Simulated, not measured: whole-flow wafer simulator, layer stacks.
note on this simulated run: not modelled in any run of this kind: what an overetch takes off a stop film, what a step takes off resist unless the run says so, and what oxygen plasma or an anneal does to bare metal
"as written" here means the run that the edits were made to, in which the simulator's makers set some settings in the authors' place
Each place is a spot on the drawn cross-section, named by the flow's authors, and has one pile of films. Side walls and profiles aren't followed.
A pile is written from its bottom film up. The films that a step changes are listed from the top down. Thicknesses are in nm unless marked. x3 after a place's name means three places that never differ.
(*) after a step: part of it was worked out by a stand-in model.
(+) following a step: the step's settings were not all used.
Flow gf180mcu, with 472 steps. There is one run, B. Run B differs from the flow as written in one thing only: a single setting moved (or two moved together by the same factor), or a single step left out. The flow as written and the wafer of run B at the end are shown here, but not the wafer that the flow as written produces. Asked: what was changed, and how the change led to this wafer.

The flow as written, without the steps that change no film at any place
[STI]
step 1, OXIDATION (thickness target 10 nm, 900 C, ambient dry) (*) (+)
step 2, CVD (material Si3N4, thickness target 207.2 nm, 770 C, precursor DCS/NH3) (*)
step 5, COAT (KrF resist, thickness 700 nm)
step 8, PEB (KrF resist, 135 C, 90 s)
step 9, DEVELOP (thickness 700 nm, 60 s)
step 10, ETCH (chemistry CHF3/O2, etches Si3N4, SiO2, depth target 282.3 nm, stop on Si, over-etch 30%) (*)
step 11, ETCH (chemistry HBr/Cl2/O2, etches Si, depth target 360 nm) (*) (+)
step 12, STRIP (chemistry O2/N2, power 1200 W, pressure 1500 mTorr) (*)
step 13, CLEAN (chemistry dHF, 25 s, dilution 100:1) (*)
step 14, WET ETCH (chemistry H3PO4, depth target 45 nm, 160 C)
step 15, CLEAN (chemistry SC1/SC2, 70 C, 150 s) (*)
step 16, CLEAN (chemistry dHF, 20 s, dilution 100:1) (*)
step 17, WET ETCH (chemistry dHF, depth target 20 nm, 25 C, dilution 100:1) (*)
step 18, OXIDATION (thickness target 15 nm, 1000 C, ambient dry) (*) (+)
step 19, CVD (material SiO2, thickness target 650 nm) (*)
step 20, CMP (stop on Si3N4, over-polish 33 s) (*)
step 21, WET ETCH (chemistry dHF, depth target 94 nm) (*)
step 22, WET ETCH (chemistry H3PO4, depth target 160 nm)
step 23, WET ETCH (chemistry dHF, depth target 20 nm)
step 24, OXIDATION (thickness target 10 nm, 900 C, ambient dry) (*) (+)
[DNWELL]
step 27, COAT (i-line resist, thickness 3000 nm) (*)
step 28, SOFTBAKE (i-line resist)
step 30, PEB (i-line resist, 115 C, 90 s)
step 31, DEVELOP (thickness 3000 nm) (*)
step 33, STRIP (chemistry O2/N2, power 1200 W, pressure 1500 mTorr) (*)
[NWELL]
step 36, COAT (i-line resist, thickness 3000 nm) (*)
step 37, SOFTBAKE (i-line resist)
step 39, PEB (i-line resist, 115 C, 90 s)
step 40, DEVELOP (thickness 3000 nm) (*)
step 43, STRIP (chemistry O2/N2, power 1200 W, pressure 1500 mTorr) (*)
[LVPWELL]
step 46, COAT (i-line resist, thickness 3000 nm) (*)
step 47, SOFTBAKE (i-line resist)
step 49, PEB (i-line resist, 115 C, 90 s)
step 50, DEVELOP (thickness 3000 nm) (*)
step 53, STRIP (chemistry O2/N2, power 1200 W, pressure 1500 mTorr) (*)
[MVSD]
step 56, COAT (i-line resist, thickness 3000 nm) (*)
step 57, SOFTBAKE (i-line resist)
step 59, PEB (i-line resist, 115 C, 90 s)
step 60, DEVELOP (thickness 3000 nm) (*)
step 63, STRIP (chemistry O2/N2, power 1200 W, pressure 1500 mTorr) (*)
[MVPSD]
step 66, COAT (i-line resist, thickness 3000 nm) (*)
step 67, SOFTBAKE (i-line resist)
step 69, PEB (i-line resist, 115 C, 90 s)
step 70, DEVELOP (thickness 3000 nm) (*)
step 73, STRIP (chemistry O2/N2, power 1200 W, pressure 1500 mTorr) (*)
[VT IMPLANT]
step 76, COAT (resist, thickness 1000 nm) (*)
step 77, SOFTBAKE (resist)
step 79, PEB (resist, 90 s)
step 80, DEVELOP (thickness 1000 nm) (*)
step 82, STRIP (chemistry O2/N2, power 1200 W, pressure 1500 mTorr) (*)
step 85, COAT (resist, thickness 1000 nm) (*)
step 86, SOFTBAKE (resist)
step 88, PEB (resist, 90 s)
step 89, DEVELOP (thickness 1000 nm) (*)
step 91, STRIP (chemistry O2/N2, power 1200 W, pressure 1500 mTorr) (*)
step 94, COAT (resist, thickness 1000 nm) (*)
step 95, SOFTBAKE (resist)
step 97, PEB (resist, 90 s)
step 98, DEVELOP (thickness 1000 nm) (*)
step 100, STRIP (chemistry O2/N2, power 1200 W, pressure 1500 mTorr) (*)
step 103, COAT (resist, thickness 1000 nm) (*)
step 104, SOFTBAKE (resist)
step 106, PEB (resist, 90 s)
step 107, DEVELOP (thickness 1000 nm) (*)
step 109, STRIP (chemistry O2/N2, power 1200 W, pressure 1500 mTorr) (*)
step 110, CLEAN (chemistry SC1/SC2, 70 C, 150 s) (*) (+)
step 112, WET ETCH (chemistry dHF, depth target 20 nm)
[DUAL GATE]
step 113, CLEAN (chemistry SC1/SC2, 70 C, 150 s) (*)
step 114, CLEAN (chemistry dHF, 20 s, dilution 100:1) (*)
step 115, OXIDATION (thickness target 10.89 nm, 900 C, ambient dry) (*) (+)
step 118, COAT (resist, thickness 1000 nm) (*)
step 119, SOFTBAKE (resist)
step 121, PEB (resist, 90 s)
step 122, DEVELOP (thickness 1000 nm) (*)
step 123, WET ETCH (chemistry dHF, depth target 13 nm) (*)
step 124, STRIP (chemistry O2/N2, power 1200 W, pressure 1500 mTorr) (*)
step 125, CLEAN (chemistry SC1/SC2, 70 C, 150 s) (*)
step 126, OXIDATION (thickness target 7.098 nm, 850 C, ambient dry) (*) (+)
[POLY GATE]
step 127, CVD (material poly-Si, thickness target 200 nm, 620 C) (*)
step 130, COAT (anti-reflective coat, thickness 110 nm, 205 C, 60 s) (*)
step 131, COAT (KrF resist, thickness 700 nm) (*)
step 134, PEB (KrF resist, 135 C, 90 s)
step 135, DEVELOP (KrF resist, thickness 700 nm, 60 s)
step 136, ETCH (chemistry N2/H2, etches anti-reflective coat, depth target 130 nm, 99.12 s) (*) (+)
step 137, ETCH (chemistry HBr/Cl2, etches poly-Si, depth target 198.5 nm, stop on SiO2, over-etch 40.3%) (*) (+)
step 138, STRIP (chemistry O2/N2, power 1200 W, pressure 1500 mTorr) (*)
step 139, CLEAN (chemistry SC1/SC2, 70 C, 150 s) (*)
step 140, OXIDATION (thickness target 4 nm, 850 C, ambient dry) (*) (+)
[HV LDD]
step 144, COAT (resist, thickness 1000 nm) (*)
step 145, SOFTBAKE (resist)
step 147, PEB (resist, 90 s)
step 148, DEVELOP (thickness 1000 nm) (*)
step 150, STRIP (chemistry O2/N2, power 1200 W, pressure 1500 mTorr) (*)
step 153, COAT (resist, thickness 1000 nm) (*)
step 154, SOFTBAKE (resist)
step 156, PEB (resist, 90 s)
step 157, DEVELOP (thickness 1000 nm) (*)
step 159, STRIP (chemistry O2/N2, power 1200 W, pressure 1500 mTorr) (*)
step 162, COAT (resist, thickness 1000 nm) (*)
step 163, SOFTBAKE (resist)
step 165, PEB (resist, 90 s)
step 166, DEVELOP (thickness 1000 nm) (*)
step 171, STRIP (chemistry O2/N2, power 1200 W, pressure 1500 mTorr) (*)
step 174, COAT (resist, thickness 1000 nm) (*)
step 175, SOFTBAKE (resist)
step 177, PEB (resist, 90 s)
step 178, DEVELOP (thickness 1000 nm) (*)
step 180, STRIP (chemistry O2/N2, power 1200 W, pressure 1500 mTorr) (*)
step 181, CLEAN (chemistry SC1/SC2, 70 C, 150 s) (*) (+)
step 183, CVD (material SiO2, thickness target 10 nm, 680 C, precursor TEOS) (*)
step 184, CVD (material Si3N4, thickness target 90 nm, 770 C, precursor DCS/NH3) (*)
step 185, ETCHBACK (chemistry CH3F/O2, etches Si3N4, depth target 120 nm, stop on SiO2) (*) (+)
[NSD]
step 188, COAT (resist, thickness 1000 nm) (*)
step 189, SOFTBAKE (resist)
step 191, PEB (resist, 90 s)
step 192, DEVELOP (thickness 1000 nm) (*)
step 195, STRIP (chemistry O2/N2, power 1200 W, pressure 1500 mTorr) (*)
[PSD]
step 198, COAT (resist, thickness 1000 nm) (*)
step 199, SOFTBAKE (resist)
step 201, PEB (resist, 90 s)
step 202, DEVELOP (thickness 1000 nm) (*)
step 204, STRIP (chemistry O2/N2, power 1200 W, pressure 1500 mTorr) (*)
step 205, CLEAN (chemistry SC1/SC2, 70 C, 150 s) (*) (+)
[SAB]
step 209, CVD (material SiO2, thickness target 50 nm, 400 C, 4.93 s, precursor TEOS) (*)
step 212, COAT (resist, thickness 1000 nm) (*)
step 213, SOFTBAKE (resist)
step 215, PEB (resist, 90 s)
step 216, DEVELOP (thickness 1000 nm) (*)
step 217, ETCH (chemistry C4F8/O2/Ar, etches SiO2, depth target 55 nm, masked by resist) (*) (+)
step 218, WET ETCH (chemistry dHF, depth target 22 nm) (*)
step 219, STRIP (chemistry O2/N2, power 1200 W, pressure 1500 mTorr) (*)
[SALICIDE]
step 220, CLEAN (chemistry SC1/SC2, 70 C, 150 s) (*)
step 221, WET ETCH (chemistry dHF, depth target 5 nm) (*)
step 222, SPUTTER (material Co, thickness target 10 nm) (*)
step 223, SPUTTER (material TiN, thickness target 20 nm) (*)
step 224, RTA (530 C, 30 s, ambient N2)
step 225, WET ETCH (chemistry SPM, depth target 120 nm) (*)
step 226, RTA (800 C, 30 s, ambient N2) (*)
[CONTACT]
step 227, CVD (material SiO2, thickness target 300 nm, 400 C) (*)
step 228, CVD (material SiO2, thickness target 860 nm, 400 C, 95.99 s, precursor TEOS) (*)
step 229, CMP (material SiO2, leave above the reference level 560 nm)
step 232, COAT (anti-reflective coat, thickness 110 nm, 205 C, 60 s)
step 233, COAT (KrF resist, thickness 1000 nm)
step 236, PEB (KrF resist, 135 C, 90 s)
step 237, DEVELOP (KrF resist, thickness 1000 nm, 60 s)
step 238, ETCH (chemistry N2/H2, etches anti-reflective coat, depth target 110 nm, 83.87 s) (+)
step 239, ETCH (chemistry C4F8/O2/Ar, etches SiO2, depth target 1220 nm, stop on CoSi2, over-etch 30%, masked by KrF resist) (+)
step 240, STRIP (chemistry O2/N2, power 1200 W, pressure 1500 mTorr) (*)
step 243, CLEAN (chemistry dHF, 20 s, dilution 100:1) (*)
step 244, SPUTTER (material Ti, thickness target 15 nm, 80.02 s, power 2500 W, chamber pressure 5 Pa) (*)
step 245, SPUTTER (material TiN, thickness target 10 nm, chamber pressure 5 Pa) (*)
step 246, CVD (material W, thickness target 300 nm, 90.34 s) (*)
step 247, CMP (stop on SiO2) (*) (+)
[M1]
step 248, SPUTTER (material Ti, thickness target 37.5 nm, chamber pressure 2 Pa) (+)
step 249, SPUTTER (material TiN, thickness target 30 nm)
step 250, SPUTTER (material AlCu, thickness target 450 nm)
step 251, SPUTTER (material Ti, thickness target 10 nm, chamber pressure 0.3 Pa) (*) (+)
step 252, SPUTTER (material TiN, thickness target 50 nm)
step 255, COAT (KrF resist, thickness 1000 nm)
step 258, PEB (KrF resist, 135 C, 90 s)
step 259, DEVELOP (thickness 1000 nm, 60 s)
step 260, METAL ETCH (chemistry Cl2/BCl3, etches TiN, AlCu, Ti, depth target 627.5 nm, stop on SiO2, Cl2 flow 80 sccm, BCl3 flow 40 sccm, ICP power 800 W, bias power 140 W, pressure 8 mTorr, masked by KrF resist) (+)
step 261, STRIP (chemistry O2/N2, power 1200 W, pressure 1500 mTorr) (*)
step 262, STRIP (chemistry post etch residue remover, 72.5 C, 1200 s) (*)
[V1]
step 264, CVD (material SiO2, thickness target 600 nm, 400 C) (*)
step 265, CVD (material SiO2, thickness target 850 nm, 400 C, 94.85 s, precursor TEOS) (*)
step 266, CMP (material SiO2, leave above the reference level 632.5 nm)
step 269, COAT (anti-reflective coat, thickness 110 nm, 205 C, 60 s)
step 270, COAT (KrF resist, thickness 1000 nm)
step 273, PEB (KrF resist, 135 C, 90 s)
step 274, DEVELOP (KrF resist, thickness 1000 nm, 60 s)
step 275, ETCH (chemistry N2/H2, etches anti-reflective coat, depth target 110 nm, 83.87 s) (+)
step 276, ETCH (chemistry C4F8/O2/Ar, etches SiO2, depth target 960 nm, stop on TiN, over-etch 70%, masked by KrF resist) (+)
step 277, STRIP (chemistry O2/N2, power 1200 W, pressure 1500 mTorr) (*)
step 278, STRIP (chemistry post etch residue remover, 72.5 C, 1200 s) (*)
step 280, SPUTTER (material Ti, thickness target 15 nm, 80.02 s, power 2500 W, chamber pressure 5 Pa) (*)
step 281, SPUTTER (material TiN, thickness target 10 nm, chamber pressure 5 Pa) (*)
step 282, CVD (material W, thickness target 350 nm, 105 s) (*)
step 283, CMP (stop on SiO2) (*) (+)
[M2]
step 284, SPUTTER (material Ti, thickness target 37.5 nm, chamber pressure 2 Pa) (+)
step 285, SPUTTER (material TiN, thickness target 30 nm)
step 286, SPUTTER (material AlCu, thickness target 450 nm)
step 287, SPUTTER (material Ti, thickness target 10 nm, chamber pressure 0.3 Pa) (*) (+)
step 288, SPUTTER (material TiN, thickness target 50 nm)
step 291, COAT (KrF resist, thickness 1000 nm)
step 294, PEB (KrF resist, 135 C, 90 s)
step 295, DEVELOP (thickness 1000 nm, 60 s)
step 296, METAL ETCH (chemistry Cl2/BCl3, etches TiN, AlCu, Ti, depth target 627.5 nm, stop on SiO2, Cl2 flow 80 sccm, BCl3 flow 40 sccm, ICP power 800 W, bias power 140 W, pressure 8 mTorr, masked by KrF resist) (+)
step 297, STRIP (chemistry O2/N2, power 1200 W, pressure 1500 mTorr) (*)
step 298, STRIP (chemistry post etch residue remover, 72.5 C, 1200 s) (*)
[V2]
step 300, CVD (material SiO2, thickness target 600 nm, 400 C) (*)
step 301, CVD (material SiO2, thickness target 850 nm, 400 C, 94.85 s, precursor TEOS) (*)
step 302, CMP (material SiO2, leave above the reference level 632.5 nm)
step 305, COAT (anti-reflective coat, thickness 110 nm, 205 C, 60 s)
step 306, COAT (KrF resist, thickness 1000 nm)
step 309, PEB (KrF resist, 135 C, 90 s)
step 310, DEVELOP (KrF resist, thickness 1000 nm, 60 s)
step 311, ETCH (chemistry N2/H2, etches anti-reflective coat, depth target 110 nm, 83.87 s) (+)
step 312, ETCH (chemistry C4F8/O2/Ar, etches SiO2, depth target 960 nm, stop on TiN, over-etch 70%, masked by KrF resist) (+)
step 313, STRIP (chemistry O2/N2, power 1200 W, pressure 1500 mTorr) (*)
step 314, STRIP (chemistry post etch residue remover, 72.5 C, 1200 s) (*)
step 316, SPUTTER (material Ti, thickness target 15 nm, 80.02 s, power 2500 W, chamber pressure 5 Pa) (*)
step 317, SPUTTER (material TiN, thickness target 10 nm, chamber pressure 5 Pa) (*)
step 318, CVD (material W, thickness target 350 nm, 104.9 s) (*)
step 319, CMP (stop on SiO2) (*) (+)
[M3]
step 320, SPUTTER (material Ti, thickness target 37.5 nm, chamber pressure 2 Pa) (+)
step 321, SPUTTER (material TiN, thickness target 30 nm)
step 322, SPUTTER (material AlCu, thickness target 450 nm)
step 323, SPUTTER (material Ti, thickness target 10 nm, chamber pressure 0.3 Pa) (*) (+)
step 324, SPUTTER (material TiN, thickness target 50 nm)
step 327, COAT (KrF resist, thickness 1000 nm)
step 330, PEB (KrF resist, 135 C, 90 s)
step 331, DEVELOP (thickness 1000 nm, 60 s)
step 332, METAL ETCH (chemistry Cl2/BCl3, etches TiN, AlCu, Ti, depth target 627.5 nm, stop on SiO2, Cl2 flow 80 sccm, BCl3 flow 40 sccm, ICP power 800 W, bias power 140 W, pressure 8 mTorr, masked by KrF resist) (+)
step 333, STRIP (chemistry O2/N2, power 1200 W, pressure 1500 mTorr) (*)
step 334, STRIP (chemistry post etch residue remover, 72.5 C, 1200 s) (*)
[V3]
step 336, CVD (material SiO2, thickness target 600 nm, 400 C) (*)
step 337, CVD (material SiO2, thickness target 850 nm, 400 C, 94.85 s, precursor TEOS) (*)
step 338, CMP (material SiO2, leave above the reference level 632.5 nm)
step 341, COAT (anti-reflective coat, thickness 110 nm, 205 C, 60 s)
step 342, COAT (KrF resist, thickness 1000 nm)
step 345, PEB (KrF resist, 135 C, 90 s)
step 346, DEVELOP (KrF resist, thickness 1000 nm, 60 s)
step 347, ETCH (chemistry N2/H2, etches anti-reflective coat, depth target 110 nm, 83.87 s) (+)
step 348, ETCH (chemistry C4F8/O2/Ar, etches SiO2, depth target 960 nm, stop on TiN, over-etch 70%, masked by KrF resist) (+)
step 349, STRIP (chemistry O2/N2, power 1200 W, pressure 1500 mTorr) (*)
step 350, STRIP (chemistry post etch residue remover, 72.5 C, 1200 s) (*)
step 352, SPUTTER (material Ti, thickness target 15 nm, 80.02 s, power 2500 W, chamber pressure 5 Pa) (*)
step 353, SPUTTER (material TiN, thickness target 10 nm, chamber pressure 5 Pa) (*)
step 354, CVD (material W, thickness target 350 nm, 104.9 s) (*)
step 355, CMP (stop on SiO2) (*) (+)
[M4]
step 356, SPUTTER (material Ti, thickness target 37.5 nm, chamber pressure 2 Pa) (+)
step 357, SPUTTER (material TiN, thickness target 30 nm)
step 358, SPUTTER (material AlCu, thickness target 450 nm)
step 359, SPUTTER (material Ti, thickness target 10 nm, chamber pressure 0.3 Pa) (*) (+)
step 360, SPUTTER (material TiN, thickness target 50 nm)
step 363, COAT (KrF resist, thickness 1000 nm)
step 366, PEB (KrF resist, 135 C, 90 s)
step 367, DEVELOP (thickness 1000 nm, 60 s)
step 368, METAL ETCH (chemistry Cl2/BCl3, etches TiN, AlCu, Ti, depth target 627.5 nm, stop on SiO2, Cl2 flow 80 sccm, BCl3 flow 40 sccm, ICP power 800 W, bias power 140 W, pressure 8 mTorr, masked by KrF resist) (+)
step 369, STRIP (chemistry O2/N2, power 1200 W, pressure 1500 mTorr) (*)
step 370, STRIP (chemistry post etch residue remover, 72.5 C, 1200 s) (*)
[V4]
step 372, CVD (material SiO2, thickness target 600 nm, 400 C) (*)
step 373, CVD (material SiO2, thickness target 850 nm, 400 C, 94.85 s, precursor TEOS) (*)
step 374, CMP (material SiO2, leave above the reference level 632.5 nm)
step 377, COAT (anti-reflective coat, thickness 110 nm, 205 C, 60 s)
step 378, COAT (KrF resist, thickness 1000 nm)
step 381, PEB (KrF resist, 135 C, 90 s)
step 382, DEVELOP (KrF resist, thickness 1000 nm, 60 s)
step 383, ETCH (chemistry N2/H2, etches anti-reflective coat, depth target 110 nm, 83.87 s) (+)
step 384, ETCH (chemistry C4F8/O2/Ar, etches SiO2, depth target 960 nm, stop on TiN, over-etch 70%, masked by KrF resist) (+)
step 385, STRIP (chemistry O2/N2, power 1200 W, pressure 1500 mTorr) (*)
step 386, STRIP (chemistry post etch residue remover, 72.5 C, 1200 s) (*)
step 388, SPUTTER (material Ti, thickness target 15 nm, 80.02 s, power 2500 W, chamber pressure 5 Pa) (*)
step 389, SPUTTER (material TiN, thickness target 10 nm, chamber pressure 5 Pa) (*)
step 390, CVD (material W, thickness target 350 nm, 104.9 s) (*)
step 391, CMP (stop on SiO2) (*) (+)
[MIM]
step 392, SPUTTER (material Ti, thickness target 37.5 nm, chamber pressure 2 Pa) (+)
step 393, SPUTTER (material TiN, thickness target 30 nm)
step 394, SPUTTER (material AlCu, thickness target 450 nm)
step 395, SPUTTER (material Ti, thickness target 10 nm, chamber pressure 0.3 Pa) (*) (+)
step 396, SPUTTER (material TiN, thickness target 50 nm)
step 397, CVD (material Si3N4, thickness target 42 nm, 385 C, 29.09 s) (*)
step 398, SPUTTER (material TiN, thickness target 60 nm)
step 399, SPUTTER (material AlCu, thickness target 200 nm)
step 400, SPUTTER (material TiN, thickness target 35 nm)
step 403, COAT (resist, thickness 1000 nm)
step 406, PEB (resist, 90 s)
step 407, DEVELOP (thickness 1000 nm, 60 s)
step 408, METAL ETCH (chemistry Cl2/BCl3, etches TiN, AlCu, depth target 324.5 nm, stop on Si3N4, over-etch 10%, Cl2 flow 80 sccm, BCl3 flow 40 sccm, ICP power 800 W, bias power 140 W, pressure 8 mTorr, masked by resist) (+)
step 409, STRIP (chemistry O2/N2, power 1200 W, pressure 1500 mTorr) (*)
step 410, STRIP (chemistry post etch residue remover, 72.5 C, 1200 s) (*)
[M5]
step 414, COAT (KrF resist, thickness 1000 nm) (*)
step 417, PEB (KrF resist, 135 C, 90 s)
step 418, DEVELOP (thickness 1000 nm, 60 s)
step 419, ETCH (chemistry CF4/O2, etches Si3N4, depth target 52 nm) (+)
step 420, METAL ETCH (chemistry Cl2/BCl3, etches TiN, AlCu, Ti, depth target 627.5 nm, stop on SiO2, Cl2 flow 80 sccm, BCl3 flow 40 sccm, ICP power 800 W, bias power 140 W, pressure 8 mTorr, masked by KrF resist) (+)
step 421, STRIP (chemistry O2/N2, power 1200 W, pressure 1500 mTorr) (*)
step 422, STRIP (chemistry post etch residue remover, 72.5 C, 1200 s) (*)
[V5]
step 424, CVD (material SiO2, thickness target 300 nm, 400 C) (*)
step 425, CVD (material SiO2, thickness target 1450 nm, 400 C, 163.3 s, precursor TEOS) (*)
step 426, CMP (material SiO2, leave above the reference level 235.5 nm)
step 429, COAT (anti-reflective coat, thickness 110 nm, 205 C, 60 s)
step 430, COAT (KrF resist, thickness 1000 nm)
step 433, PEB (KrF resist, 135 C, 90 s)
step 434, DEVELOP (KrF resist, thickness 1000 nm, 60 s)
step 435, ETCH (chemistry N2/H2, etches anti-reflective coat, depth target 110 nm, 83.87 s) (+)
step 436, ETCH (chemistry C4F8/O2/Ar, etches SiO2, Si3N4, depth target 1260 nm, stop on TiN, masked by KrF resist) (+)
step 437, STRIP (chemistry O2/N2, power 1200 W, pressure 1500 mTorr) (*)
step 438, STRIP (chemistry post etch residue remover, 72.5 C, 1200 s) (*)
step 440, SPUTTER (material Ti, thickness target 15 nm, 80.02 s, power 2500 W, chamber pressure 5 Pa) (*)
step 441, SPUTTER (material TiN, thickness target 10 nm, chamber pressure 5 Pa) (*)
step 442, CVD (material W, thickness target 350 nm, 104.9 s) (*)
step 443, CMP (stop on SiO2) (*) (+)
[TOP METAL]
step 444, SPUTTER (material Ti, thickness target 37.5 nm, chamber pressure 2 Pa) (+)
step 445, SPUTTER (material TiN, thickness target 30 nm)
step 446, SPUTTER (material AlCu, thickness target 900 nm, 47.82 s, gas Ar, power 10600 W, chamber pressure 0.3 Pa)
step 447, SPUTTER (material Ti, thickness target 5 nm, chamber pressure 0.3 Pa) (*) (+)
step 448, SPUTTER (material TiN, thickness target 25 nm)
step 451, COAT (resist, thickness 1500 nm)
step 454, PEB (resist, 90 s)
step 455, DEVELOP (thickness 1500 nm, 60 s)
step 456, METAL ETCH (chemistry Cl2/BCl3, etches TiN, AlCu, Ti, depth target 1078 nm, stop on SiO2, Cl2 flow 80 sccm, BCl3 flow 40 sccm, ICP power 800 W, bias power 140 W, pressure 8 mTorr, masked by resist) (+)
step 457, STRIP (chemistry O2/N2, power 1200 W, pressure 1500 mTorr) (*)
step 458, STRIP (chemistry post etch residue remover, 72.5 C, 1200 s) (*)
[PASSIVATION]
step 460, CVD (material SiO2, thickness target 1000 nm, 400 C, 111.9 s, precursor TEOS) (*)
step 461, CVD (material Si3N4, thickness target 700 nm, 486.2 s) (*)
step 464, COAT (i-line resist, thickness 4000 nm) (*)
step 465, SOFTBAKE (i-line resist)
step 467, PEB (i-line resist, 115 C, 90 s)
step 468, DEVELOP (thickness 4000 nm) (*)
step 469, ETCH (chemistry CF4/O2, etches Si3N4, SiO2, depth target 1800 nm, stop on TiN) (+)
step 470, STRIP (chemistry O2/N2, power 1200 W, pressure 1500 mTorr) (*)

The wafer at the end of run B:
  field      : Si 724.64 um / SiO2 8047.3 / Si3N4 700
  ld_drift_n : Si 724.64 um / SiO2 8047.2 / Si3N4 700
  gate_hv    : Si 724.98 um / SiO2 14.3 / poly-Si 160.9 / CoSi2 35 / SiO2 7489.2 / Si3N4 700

What caused this: step 322, SPUTTER: thickness target 270 nm was run, though the flow has thickness target 450 nm.

The path from the change to this, step by step:
  step 322, SPUTTER (material AlCu, thickness target 450 nm)
      field, field__w1, field__w2 and 108 more: +270 AlCu (new film) (in the flow as written it would be: +450 AlCu (new film))
  step 332, METAL ETCH (chemistry Cl2/BCl3, etches TiN, AlCu, Ti, depth target 627.5 nm, stop on SiO2, Cl2 flow 80 sccm, BCl3 flow 40 sccm, ICP power 800 W, bias power 140 W, pressure 8 mTorr, masked by KrF resist) (+)
      field, field__w1, field__w2 and 103 more: -50 TiN (all of it), -10 Ti (all of it), -270 AlCu (all of it), -30 TiN (all of it), -37.5 Ti (all of it) (in the flow as written it would be: -50 TiN (all of it), -10 Ti (all of it), -450 AlCu (all of it), -30 TiN (all of it), -37.5 Ti (all of it))
      field__w8, contact, m1, m1__w1, m1_nw: -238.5 KrF resist (in the flow as written it would be: -251 KrF resist)
  step 338, CMP (material SiO2, leave above the reference level 632.5 nm)
      field, field__w1, field__w2 and 103 more: -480 SiO2 (in the flow as written it would be: -300 SiO2)
